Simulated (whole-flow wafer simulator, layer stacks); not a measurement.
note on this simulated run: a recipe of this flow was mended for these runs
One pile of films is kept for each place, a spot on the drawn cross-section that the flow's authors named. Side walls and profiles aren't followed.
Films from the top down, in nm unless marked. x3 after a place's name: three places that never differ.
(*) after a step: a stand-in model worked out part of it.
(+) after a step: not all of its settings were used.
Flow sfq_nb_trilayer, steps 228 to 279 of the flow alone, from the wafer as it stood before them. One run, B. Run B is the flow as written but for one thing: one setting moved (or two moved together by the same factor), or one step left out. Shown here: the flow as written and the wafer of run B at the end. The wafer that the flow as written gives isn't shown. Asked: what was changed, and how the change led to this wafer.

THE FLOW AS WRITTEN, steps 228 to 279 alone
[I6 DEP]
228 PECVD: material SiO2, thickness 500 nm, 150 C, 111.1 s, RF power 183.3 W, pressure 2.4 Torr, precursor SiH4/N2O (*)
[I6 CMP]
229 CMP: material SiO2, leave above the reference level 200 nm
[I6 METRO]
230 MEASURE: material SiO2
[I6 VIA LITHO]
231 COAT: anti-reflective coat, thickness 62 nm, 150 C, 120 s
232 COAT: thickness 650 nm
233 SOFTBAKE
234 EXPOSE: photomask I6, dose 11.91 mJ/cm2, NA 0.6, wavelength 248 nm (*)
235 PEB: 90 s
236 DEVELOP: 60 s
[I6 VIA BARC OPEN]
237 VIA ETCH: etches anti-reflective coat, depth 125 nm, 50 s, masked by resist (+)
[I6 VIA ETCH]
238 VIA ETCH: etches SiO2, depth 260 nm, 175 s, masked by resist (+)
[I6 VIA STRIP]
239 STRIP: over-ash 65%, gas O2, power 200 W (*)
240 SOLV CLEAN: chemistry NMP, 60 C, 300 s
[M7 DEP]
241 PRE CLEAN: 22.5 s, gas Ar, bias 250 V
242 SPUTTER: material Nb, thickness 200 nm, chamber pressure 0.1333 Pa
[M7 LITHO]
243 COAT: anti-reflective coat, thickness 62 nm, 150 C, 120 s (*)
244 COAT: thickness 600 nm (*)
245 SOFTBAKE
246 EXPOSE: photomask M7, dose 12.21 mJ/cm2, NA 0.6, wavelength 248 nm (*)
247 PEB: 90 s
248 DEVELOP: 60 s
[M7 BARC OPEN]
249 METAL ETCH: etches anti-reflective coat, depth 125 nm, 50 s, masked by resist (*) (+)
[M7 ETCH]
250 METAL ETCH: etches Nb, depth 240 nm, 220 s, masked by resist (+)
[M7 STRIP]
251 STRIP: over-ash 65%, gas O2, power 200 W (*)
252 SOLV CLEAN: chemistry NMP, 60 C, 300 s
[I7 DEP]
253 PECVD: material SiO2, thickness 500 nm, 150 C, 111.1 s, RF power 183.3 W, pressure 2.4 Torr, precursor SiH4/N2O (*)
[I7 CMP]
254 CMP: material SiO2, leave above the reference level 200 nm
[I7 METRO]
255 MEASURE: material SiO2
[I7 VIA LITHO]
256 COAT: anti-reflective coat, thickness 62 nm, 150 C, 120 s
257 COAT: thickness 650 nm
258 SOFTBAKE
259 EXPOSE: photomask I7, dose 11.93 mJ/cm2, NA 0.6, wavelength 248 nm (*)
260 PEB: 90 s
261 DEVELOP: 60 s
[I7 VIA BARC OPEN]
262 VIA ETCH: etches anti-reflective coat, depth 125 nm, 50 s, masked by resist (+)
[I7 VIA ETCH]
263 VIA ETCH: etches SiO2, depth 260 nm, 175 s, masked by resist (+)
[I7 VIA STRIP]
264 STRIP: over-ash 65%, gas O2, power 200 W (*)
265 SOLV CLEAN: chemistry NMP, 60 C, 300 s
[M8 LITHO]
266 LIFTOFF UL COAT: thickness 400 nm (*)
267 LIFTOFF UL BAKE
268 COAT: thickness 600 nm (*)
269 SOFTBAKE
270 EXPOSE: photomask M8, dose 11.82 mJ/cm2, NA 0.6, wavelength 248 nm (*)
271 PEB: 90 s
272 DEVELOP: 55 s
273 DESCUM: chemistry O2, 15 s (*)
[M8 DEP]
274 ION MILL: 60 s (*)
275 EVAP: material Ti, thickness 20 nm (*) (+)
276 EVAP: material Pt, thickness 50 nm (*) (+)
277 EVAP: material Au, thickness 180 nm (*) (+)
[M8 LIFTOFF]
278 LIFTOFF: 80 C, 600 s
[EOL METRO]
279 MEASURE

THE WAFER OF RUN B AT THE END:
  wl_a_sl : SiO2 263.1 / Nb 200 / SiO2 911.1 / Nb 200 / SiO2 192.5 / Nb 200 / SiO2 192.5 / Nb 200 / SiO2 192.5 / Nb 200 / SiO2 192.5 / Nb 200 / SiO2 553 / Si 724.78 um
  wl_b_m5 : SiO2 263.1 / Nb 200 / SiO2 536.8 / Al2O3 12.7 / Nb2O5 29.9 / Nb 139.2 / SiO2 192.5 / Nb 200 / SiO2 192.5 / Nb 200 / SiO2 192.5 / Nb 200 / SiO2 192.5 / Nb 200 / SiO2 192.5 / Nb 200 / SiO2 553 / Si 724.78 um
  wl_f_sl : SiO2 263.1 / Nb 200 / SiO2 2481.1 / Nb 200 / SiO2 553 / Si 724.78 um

The cause: step 228, PECVD: RF power 100.8 W was run, where the flow has RF power 183.3 W.

How the change led to this, step by step:
  228 PECVD: material SiO2, thickness 500 nm, 150 C, 111.1 s, RF power 183.3 W, pressure 2.4 Torr, precursor SiH4/N2O (*)
      field_l, p4_fl, p4_fm and 62 more: SiO2 +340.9 (as written it would be: SiO2 +500)
      v_sur, via_wl, via_w and 21 more: SiO2 +340.9 (new film) (as written it would be: SiO2 +500 (new film))
      (and at 17 more places)
  229 CMP: material SiO2, leave above the reference level 200 nm
      field_l, p4_fl, p4_fm and 59 more: nothing (as written it would be: SiO2 -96)
      moat, field_r, lsp_l, ln_m5, lsp_m: nothing (as written it would be: SiO2 -89.5)
      (and at 39 more places)
  231 COAT: anti-reflective coat, thickness 62 nm, 150 C, 120 s
      m0r_line_l, m0r_line_r, m7r_line_l, m7r_line_r: anti-reflective coat +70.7 (new film) (as written it would be: anti-reflective coat +62 (new film))
      m0r_space_l, m0r_space_r, m7r_space_l, m7r_space_r: anti-reflective coat +79.4 (new film) (as written it would be: anti-reflective coat +62 (new film))
      (and at 74 more places)
  232 COAT: thickness 650 nm
      via_wl: KrF-resist-other-grade +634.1 (new film) (as written it would be: KrF-resist-other-grade +650 (new film))
      via_w: KrF-resist-other-grade +632.5 (new film) (as written it would be: KrF-resist-other-grade +650 (new film))
      (and at 21 more places)
  236 DEVELOP: 60 s
      via_v: KrF-resist-other-grade -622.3 (all of it) (as written it would be: KrF-resist-other-grade -648.6 (all of it))
  237 VIA ETCH: etches anti-reflective coat, depth 125 nm, 50 s, masked by resist (+)
      via_v: anti-reflective coat -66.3 (all of it), SiO2 -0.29 (as written it would be: anti-reflective coat -62 (all of it), SiO2 -0.31)
  239 STRIP: over-ash 65%, gas O2, power 200 W (*)
      m0r_line_l, m0r_line_r, m7r_line_l, m7r_line_r: KrF-resist-other-grade -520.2 (all of it), anti-reflective coat -70.7 (all of it) (as written it would be: KrF-resist-other-grade -510.8 (all of it), anti-reflective coat -62 (all of it))
      m0r_space_l, m0r_space_r, m7r_space_l, m7r_space_r: KrF-resist-other-grade -513 (all of it), anti-reflective coat -79.4 (all of it) (as written it would be: KrF-resist-other-grade -510.8 (all of it), anti-reflective coat -62 (all of it))
      (and at 78 more places)
  242 SPUTTER: material Nb, thickness 200 nm, chamber pressure 0.1333 Pa
      moat, lsp_m: Nb +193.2 (new film) (as written it would be: Nb +200 (new film))
      be: Nb +144.6 (new film) (as written it would be: Nb +200 (new film))
      (and at 1 more place)
  243 COAT: anti-reflective coat, thickness 62 nm, 150 C, 120 s (*)
      p4_fm, m0r_line_l, m0r_line_r, m7r_line_l, m7r_line_r: anti-reflective coat +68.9 (new film) (as written it would be: anti-reflective coat +62 (new film))
      m0r_space_l, m0r_space_r, m7r_space_l, m7r_space_r: anti-reflective coat +77.2 (new film) (as written it would be: anti-reflective coat +62 (new film))
      (and at 68 more places)
  244 COAT: thickness 600 nm (*)
      via_wl: KrF-resist-other-grade +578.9 (new film) (as written it would be: KrF-resist-other-grade +592.9 (new film))
      via_w: KrF-resist-other-grade +569.2 (new film) (as written it would be: KrF-resist-other-grade +586.9 (new film))
      (and at 22 more places)
  248 DEVELOP: 60 s
      field_r: KrF-resist-other-grade -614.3 (all of it) (as written it would be: KrF-resist-other-grade -598.1 (all of it))
      lsp_l: KrF-resist-other-grade -616.1 (all of it) (as written it would be: KrF-resist-other-grade -598.1 (all of it))
      (and at 2 more places)
  249 METAL ETCH: etches anti-reflective coat, depth 125 nm, 50 s, masked by resist (*) (+)
      m0r_space_l, m0r_space_r, m7r_space_l, m7r_space_r: anti-reflective coat -77.2 (all of it) (as written it would be: anti-reflective coat -62 (all of it))
      p4_fm, m0r_line_l, m0r_line_r: anti-reflective coat -68.9 (all of it) (as written it would be: anti-reflective coat -62 (all of it))
      (and at 37 more places)
  251 STRIP: over-ash 65%, gas O2, power 200 W (*)
      m7r_line_l, m7r_line_r: KrF-resist-other-grade -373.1 (all of it), anti-reflective coat -68.9 (all of it) (as written it would be: KrF-resist-other-grade -364.6 (all of it), anti-reflective coat -62 (all of it))
      v_sur: KrF-resist-other-grade -354.3 (all of it), anti-reflective coat -40.6 (all of it) (as written it would be: KrF-resist-other-grade -360.6 (all of it), anti-reflective coat -64.6 (all of it))
      (and at 38 more places)
  253 PECVD: material SiO2, thickness 500 nm, 150 C, 111.1 s, RF power 183.3 W, pressure 2.4 Torr, precursor SiH4/N2O (*)
      be: SiO2 +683 (new film) (as written it would be: SiO2 +500 (new film))
  254 CMP: material SiO2, leave above the reference level 200 nm
      field_l, p4_fl, p4_fm and 48 more: SiO2 -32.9 (as written it would be: SiO2 -96)
      wl_a_sl, wl_a_sr, wl_b_sl and 9 more: SiO2 -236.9 (as written it would be: SiO2 -300)
      (and at 17 more places)
